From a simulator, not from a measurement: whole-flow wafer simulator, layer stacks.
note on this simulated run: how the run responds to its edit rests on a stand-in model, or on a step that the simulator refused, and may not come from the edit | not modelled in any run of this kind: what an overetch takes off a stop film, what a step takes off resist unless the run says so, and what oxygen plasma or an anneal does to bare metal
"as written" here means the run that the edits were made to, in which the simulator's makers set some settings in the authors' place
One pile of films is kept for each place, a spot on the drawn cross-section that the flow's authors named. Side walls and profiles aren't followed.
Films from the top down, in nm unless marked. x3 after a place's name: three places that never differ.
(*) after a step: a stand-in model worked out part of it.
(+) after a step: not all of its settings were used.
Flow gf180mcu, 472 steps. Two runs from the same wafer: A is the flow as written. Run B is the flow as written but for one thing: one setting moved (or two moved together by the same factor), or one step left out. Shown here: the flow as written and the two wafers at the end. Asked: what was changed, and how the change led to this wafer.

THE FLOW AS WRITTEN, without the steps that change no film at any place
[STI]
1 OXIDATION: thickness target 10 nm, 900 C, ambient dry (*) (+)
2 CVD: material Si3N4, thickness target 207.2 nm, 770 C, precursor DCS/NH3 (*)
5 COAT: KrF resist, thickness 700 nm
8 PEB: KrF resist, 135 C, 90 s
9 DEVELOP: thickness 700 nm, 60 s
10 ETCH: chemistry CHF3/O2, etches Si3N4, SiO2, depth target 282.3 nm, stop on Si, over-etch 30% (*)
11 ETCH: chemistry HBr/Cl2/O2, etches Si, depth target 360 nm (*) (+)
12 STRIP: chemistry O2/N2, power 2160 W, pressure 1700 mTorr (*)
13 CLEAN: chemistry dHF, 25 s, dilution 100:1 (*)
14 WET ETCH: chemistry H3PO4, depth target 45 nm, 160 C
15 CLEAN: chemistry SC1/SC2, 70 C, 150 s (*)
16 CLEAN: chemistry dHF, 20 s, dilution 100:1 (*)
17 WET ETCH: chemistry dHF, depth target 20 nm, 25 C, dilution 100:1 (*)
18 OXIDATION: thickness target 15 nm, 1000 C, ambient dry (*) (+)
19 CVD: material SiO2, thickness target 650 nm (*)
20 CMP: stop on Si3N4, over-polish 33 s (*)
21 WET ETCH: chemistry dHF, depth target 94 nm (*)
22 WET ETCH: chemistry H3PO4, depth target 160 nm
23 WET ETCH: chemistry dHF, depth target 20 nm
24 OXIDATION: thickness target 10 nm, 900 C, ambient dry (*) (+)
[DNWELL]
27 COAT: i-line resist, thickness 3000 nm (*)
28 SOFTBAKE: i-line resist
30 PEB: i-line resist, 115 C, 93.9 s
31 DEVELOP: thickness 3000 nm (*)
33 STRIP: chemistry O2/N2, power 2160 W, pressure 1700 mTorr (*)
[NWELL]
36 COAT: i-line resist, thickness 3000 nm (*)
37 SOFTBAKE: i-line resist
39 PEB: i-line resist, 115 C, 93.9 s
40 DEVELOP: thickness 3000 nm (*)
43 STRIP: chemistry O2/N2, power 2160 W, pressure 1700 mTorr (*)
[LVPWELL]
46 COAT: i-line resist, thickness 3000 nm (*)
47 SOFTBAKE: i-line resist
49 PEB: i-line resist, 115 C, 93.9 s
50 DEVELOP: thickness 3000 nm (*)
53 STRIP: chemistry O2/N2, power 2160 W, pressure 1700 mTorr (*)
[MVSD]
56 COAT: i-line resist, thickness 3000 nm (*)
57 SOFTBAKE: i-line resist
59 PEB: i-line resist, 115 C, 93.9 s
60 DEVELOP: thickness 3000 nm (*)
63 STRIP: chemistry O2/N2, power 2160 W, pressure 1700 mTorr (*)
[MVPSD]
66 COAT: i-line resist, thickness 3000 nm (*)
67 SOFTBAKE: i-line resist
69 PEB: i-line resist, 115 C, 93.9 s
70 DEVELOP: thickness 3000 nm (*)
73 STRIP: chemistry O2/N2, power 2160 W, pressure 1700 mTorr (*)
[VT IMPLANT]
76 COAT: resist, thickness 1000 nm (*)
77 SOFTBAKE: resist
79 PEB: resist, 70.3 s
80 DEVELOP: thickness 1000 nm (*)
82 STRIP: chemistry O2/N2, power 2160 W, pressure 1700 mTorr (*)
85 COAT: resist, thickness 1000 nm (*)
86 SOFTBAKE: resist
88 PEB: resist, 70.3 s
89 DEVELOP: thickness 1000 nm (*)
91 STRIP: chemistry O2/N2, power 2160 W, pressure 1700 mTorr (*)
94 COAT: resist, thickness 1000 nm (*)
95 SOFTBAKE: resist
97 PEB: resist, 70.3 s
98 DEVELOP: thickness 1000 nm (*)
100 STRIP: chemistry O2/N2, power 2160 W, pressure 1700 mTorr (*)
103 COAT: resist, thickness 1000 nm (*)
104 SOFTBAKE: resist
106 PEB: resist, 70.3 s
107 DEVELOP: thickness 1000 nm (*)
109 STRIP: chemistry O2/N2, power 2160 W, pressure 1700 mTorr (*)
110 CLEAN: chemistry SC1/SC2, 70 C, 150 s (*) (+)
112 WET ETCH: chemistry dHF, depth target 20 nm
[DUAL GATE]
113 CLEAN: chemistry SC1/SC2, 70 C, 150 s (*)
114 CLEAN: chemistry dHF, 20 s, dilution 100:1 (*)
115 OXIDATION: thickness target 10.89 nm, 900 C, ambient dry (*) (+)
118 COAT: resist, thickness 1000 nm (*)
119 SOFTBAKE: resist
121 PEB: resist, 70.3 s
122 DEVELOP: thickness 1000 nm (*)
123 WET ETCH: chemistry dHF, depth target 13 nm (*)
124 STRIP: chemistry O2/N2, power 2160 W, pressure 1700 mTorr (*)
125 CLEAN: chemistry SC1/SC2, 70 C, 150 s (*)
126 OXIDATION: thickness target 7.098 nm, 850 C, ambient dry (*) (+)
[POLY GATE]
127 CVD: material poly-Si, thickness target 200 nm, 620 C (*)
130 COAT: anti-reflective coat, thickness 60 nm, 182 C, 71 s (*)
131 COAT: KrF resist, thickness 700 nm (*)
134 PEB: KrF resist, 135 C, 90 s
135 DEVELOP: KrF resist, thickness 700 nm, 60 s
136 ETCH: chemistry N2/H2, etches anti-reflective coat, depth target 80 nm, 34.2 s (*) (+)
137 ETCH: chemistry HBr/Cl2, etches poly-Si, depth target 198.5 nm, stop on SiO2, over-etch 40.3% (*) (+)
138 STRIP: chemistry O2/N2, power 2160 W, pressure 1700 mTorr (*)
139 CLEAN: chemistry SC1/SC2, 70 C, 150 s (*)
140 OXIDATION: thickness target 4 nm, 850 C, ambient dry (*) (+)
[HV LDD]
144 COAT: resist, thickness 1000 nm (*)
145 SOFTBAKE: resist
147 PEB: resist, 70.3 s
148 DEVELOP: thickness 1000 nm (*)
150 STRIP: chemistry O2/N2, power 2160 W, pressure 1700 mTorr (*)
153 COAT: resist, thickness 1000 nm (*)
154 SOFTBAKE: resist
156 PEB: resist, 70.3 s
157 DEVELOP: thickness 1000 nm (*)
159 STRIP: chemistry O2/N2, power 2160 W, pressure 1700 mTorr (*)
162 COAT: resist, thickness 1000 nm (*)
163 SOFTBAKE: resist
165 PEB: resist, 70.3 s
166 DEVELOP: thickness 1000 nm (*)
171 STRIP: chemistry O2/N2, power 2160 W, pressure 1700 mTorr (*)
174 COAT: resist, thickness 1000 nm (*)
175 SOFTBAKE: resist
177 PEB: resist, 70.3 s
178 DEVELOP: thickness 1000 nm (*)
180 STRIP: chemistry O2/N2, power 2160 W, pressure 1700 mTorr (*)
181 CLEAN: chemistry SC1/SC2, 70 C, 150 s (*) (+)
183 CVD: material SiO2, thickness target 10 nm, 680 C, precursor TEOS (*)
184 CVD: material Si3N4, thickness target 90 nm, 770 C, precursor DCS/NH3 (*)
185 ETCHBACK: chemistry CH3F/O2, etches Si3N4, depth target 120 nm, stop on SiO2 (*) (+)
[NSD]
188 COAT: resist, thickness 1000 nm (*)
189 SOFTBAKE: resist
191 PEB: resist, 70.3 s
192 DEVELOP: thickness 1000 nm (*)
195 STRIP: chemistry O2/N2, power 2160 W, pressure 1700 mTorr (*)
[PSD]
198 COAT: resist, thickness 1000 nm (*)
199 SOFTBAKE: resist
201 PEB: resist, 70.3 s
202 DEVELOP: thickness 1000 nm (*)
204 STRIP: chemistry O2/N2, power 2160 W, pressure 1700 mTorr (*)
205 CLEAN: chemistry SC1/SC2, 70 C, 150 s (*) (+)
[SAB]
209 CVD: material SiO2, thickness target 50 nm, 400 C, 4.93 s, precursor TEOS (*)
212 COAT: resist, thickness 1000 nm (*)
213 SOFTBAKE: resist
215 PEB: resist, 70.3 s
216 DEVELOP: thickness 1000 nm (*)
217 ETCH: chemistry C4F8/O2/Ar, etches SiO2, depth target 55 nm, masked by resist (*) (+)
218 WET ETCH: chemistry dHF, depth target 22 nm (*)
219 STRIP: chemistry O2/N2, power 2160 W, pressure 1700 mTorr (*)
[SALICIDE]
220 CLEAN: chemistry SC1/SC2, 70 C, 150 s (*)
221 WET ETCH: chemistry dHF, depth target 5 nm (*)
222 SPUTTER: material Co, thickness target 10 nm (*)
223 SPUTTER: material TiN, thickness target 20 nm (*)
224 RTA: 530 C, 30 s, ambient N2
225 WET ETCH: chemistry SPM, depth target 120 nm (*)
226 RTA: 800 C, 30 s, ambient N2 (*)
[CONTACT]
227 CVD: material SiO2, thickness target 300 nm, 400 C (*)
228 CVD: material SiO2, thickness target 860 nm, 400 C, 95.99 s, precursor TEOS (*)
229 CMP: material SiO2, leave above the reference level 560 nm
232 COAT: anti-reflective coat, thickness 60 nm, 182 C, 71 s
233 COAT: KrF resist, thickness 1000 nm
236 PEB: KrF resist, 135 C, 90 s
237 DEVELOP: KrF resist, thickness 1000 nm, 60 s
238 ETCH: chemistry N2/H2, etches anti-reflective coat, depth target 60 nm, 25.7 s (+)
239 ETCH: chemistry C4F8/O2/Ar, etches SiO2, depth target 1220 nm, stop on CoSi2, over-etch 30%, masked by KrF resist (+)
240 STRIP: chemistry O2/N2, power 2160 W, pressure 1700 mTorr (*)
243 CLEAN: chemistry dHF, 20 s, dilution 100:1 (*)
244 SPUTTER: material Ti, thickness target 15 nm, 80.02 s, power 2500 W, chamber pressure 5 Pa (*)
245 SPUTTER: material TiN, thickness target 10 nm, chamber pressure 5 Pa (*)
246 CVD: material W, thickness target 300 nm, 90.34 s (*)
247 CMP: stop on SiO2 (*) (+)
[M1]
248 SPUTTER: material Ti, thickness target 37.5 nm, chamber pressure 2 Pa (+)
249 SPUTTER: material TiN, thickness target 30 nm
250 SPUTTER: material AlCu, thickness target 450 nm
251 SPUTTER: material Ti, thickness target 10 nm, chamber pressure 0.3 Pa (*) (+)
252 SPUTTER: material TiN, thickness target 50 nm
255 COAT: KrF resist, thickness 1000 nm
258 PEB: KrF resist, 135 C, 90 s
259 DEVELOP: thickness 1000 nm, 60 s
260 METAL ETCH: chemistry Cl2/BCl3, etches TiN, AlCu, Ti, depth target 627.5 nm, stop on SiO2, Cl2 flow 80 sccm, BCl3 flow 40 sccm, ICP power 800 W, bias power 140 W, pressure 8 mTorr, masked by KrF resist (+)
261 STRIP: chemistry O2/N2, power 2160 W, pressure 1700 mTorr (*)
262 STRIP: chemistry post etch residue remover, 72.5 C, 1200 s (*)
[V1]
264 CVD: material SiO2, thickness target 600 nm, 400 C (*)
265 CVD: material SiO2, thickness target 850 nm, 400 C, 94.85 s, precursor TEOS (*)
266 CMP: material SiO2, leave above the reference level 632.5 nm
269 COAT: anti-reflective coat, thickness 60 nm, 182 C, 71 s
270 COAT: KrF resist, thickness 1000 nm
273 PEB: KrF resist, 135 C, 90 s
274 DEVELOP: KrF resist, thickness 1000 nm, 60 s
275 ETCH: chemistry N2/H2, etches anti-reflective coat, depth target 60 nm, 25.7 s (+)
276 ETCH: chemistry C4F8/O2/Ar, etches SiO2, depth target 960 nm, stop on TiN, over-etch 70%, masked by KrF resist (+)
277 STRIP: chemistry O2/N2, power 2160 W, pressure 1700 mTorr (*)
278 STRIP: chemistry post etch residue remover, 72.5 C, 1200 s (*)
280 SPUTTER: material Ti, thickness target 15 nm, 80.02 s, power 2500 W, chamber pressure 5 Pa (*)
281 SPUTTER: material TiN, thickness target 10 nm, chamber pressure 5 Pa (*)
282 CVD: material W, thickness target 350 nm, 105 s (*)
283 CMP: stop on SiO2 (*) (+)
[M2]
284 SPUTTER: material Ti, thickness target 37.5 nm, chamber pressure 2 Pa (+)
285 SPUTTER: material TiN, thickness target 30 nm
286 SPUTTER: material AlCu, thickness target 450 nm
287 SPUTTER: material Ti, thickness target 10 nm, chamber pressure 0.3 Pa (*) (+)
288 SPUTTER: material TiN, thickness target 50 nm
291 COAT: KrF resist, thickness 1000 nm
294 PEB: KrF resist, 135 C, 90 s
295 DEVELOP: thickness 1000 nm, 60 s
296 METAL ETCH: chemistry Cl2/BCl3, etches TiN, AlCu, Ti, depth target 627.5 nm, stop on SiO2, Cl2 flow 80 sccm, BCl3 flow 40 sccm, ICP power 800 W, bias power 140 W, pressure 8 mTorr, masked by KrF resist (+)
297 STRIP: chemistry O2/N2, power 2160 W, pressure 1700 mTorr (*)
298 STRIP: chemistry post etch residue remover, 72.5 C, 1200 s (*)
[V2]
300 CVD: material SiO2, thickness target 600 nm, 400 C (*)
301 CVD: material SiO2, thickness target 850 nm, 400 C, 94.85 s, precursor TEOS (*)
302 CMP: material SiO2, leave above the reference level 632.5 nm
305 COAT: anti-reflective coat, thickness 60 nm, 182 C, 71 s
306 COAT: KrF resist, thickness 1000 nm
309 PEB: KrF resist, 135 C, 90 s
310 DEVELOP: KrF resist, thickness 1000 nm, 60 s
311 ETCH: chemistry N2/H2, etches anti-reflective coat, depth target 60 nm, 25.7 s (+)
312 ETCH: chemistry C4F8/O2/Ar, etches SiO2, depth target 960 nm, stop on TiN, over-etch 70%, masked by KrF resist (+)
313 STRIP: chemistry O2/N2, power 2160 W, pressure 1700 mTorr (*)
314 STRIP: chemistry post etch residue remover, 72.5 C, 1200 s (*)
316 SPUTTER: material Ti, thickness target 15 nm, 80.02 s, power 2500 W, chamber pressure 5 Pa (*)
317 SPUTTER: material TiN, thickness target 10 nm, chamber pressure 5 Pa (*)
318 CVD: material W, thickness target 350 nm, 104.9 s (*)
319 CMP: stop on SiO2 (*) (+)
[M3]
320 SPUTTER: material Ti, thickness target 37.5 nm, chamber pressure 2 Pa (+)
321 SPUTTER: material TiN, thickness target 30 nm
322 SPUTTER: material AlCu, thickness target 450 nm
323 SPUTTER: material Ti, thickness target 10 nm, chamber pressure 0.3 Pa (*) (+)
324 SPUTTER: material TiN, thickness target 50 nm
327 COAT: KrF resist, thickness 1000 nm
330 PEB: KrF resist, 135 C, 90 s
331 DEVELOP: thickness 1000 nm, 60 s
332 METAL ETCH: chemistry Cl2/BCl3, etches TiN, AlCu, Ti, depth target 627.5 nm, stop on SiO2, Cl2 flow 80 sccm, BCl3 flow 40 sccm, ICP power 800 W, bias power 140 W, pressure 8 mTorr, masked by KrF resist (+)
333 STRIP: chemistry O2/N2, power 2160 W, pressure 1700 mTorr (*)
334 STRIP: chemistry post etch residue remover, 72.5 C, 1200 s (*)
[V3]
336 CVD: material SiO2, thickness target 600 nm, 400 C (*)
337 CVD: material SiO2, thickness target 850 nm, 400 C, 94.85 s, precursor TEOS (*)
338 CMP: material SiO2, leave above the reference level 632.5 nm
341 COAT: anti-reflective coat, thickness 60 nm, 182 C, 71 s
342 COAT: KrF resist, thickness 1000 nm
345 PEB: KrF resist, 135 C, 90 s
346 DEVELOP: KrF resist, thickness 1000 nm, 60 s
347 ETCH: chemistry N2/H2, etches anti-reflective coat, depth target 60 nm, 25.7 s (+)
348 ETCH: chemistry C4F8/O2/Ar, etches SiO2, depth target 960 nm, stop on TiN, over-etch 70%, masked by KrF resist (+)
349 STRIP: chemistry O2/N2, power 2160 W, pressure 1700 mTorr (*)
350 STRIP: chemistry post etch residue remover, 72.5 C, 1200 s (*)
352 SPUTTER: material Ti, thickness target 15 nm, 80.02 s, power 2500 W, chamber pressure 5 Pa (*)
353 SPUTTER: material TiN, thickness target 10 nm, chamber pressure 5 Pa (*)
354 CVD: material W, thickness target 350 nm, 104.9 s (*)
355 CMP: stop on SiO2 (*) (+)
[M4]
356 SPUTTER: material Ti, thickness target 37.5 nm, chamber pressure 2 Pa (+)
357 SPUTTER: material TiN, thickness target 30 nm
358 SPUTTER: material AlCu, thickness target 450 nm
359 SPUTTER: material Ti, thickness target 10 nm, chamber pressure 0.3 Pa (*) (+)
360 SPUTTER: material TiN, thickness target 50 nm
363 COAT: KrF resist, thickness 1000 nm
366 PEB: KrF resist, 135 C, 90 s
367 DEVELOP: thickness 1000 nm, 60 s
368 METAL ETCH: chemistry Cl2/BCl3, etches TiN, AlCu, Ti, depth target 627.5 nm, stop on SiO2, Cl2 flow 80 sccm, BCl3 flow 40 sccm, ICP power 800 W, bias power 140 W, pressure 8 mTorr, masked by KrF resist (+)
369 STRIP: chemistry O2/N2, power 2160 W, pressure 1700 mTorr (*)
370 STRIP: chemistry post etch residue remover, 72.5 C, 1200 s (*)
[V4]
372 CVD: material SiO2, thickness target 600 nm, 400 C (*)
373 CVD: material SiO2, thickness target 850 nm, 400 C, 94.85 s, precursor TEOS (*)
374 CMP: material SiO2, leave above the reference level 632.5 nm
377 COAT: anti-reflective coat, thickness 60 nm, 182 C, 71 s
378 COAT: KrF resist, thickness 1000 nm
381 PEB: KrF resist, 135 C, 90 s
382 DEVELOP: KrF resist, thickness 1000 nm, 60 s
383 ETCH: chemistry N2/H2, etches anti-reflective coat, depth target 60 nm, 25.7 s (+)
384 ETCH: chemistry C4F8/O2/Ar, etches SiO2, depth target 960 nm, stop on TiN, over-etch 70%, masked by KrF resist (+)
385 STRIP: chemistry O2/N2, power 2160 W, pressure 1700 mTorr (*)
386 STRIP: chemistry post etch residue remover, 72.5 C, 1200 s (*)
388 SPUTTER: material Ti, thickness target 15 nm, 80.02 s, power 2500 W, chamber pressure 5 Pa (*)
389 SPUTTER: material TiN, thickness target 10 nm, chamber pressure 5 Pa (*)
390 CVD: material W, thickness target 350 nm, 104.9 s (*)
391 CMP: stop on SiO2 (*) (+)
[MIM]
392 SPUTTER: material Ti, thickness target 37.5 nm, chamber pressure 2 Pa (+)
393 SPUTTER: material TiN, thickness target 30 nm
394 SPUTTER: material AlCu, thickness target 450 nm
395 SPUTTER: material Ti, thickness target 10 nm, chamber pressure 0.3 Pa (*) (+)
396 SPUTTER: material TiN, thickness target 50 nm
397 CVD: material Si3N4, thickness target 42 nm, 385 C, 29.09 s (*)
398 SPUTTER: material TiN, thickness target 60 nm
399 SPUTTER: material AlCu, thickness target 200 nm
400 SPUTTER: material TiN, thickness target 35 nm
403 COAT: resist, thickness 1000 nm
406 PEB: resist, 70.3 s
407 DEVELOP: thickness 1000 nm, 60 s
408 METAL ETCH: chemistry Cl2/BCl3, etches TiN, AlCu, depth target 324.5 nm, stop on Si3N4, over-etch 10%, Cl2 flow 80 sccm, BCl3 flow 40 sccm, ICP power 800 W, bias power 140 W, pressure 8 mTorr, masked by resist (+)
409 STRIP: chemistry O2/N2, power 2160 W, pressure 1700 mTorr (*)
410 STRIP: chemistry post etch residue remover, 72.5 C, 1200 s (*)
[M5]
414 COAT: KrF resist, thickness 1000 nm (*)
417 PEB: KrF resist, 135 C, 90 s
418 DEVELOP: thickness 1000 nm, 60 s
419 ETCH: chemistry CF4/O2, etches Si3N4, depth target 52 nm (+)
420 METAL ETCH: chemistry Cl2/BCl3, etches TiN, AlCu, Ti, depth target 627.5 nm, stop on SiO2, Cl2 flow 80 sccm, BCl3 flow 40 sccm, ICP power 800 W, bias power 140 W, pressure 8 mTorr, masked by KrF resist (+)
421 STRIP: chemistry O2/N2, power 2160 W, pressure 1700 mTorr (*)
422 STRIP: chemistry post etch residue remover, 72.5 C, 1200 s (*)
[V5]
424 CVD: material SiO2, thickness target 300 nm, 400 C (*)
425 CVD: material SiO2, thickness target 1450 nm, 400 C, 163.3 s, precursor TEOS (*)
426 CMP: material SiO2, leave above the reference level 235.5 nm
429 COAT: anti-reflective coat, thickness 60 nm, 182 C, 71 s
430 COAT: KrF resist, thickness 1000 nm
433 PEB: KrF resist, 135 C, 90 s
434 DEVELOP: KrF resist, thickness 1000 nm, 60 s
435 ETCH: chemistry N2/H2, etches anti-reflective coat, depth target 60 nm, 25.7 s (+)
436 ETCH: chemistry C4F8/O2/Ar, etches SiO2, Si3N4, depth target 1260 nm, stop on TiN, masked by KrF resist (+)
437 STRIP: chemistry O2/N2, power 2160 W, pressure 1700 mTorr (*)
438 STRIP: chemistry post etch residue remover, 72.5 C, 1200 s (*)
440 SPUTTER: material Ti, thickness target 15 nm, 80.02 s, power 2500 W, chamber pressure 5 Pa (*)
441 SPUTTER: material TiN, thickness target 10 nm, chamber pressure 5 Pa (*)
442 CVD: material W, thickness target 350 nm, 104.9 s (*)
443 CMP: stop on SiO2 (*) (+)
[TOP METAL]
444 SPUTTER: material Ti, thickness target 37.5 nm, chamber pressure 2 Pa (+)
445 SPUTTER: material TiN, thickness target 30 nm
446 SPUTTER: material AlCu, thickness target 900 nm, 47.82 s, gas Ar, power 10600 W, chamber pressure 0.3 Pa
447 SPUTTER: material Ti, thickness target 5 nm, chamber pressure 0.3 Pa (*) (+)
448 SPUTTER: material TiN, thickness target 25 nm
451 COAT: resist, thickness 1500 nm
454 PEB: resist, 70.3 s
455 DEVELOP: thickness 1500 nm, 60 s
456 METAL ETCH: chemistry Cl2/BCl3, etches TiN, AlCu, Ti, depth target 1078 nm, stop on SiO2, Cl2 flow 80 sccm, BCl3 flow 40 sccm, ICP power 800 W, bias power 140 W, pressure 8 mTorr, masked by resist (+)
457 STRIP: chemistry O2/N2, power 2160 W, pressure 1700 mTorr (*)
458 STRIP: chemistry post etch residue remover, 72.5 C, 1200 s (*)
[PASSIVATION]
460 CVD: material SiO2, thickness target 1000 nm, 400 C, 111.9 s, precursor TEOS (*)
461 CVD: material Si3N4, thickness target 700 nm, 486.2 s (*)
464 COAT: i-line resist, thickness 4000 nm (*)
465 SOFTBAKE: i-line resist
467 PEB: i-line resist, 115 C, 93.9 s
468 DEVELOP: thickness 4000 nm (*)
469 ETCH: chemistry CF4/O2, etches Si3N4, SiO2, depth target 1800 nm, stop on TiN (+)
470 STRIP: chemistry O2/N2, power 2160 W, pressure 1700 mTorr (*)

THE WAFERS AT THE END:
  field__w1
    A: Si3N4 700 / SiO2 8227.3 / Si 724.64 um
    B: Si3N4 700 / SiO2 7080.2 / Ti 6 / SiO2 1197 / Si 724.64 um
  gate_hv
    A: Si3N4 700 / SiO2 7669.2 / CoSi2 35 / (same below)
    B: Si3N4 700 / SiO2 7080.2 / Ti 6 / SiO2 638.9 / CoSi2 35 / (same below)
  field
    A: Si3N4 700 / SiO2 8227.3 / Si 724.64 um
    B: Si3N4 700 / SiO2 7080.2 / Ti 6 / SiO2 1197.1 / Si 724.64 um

The cause: step 250, SPUTTER: thickness target 506 nm was run, where the flow has thickness target 450 nm.

How the change led to this, step by step:
  250 SPUTTER: material AlCu, thickness target 450 nm
      field, field__w1, field__w2 and 108 more: A AlCu +450 (new film) | B AlCu +506 (new film)
  260 METAL ETCH: chemistry Cl2/BCl3, etches TiN, AlCu, Ti, depth target 627.5 nm, stop on SiO2, Cl2 flow 80 sccm, BCl3 flow 40 sccm, ICP power 800 W, bias power 140 W, pressure 8 mTorr, masked by KrF resist (+)
      field, field__w1, field__w2 and 99 more: A TiN -50 (all of it), Ti -10 (all of it), AlCu -450 (all of it), TiN -30 (all of it), Ti -37.5 (all of it) | B TiN -50 (all of it), Ti -10 (all of it), AlCu -506 (all of it), TiN -30 (all of it), Ti -31.5
  264 CVD: material SiO2, thickness target 600 nm, 400 C (*)
      field, field__w1, field__w2 and 99 more: A SiO2 +600 | B SiO2 +600 (new film)
  266 CMP: material SiO2, leave above the reference level 632.5 nm
      field, field__w1, field__w2 and 99 more: A SiO2 -300 | B SiO2 -250
Counting metal films that touch as one body, field__w1 has 1 body; the flow as written gives 0 bodies.
Counting metal films that touch as one body, gate_hv has 2 bodies (between them, from the top down: SiO2 638.9); the flow as written gives 1 body.
Counting metal films that touch as one body, field has 1 body; the flow as written gives 0 bodies.
